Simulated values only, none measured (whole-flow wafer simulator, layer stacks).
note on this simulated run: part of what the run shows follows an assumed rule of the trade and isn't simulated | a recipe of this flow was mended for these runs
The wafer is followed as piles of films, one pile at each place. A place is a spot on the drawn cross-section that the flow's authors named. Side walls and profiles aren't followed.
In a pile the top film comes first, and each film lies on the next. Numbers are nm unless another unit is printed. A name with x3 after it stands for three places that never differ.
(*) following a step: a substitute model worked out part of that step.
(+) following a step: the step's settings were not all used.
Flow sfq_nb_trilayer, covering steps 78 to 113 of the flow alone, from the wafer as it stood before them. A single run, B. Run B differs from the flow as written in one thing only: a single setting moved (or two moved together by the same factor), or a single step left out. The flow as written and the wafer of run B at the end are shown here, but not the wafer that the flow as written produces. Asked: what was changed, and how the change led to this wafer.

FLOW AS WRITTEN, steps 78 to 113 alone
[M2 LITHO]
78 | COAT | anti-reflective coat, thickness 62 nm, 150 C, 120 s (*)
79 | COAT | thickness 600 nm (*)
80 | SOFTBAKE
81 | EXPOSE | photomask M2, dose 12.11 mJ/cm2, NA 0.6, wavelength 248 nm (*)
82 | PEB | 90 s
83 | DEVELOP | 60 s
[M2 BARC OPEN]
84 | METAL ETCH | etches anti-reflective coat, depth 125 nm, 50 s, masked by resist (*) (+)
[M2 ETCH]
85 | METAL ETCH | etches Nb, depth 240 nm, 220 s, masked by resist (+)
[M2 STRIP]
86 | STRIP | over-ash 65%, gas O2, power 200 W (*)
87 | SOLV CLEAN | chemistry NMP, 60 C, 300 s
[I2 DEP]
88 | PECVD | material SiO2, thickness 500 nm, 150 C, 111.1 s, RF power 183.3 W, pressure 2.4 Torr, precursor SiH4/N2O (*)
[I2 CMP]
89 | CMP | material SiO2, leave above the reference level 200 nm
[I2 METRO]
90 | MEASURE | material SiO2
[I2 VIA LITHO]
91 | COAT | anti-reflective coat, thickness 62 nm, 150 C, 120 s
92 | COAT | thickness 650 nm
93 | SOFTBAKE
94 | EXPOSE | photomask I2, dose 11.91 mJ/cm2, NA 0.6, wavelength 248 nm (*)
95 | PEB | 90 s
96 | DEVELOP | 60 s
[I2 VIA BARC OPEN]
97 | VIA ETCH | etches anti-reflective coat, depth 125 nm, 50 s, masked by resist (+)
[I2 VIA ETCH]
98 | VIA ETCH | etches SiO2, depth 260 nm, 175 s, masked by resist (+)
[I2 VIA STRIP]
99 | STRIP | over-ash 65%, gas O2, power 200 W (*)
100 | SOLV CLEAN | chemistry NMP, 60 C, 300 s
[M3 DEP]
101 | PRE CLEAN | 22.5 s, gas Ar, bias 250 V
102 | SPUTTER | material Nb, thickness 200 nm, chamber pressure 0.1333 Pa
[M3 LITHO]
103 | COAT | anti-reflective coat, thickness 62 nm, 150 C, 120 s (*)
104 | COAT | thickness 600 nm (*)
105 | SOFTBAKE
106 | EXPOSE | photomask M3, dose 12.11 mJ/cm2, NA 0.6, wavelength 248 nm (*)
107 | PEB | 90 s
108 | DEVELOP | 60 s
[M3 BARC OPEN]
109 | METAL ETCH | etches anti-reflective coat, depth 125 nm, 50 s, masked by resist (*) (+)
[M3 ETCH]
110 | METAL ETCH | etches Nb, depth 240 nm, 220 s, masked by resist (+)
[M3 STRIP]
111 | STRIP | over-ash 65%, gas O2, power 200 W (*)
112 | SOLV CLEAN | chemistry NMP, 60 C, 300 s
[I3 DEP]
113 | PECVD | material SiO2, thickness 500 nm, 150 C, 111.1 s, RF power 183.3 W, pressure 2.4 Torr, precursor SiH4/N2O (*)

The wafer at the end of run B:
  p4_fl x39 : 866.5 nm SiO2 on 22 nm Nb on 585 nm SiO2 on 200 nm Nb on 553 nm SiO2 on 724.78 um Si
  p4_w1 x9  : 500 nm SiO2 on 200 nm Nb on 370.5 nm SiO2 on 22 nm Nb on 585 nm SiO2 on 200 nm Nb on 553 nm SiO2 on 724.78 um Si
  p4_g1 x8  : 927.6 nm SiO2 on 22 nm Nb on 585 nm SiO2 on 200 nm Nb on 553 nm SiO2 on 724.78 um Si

What caused this: step 84, METAL ETCH: etches anti-reflective coat, depth 125 nm, 50 s, masked by resist (*) (+), was skipped.

Step by step, how the change led to this:
  85 | METAL ETCH | etches Nb, depth 240 nm, 220 s, masked by resist (+)
      p4_fl x39, p4_w1 x9, p4_g1 x8, wl_d_m1, l0r_line_l x3, m0r_space_l x2: -62 anti-reflective coat (all of it), -178 Nb (as written it would have been: -200 Nb (all of it), -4 SiO2)
      field_r, lsp_l, ln_m5, lsp_m, ln_m6, lsp_r, l0_sur, l0v: -62.3 anti-reflective coat (all of it), -177.7 Nb (as written it would have been: -200 Nb (all of it), -4 SiO2)
      (as well as at 14 more places)
  86 | STRIP | over-ash 65%, gas O2, power 200 W (*)
      wl_j_sl x15: -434 KrF-resist-other-grade (all of it), -62 anti-reflective coat (all of it) (as written it would have been: -364.6 KrF-resist-other-grade (all of it), -62 anti-reflective coat (all of it))
      v_sur: -430.1 KrF-resist-other-grade (all of it), -64.8 anti-reflective coat (all of it) (as written it would have been: -360.6 KrF-resist-other-grade (all of it), -64.8 anti-reflective coat (all of it))
      (as well as at 6 more places)
  88 | PECVD | material SiO2, thickness 500 nm, 150 C, 111.1 s, RF power 183.3 W, pressure 2.4 Torr, precursor SiH4/N2O (*)
      field_l, be, be_sur and 81 more: +500 SiO2 (new film) (as written it would have been: +500 SiO2)
  89 | CMP | material SiO2, leave above the reference level 200 nm
      p4_fl x39, p4_w1 x9, p4_g1 x8, wl_d_m1, l0r_line_l x3, m0r_space_l x2: -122 SiO2 (as written it would have been: -96 SiO2)
      field_r, lsp_l, ln_m5, lsp_m, ln_m6, lsp_r, l0_sur, l0v: -122.3 SiO2 (as written it would have been: -96 SiO2)
      (as well as at 14 more places)
With metal films that touch counted as one body, p4_fl x39 has 2 bodies (between them, from the top down: SiO2 585); the flow as written gives 1 body.
With metal films that touch counted as one body, p4_w1 x9 has 3 bodies (between them, from the top down: SiO2 370.5; SiO2 585); the flow as written gives 2 bodies (between them, from the top down: SiO2 977.5).
With metal films that touch counted as one body, p4_g1 x8 has 2 bodies (between them, from the top down: SiO2 585); the flow as written gives 1 body.
